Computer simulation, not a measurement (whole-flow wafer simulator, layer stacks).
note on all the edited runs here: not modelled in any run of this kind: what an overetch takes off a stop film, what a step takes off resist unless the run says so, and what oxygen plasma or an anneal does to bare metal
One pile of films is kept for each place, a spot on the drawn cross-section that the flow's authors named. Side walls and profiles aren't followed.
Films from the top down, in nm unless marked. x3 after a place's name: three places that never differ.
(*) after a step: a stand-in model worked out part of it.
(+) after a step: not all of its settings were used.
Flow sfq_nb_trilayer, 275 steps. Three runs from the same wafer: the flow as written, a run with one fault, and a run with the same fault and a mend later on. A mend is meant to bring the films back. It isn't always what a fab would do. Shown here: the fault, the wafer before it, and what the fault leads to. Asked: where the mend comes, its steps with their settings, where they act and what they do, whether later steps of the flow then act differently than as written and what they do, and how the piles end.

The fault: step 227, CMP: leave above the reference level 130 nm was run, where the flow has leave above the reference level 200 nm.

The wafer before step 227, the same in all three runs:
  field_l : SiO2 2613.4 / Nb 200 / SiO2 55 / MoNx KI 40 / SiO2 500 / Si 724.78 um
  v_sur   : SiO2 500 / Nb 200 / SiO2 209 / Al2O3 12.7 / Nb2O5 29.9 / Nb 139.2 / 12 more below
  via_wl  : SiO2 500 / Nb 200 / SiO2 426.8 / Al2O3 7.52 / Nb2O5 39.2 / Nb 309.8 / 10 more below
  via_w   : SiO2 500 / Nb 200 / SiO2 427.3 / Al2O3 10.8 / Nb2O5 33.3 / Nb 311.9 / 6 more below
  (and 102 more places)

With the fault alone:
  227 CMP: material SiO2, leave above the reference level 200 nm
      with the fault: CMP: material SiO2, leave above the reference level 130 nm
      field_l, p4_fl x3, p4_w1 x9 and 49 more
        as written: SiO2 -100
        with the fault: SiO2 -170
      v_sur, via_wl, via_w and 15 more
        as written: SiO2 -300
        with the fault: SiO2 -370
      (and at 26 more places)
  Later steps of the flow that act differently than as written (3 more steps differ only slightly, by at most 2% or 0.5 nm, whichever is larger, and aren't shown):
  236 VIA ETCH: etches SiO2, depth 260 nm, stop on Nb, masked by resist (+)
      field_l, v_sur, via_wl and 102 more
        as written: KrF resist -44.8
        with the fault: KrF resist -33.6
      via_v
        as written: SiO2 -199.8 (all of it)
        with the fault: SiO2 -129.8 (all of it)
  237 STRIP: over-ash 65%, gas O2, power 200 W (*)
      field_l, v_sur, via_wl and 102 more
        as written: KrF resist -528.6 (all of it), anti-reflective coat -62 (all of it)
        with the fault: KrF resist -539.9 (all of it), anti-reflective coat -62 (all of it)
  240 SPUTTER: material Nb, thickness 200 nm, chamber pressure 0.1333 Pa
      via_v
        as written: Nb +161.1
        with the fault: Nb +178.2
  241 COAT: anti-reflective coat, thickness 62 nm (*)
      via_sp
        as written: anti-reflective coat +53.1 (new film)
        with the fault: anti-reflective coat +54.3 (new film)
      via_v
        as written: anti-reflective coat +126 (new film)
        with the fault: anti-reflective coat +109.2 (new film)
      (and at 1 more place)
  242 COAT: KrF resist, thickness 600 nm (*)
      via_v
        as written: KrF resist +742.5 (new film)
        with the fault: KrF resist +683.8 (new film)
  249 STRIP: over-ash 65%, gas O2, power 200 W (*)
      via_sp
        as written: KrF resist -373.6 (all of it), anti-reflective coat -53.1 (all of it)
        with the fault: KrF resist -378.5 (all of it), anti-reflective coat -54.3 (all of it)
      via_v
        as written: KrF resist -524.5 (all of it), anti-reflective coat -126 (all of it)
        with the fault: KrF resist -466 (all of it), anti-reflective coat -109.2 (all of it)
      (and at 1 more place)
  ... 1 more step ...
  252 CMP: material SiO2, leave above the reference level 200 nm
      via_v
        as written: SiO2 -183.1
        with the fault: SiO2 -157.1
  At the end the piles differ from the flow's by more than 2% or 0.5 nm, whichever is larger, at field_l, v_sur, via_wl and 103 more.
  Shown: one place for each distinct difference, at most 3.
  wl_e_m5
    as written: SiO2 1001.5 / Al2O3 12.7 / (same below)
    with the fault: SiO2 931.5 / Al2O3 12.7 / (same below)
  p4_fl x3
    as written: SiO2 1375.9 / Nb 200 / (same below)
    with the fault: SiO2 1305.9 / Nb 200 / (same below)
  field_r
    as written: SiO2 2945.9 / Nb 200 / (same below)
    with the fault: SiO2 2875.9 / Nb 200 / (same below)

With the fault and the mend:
  The mend comes after step 234.
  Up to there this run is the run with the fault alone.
  234a STRIP: over-ash 65%, gas O2, power 200 W (*)
      field_l, v_sur, via_wl and 102 more
        KrF resist -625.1 (all of it), anti-reflective coat -62 (all of it)
      via_v
        anti-reflective coat -62 (all of it)
  234b PECVD: material SiO2, thickness 70 nm, 150 C, 15.56 s, RF power 183.3 W, pressure 2.4 Torr, precursor SiH4/N2O (the flow's step 226 once more, with other settings)
      field_l, v_sur, via_wl and 103 more
        SiO2 +70
  234c COAT: anti-reflective coat, thickness 62 nm (the flow's step 229 once more)
      field_l, v_sur, via_wl and 103 more
        anti-reflective coat +62 (new film)
  234d COAT: KrF resist, thickness 650 nm (the flow's step 230 once more)
      field_l, v_sur, via_wl and 103 more
        KrF resist +650 (new film)
  234e SOFTBAKE: KrF resist (the flow's step 231 once more)
      changes no film at any place that is followed
  234f EXPOSE: photomask I6, dose 11.91 mJ/cm2, NA 0.6, wavelength 248 nm (*) (the flow's step 232 once more)
      changes no film at any place that is followed
  234g PEB: KrF resist, 90 s (the flow's step 233 once more)
      field_l, v_sur, via_wl and 103 more
        KrF resist -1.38
  234h DEVELOP: KrF resist, thickness 650 nm, 60 s (the flow's step 234 once more)
      field_l, v_sur, via_wl and 102 more
        KrF resist -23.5
      via_v
        KrF resist -648.6 (all of it)
  No later step of the flow acts differently than as written, at any place that is followed, by more than 2% or 0.5 nm, whichever is larger.
  At the end the piles are the same as the flow's at every place that both follow.
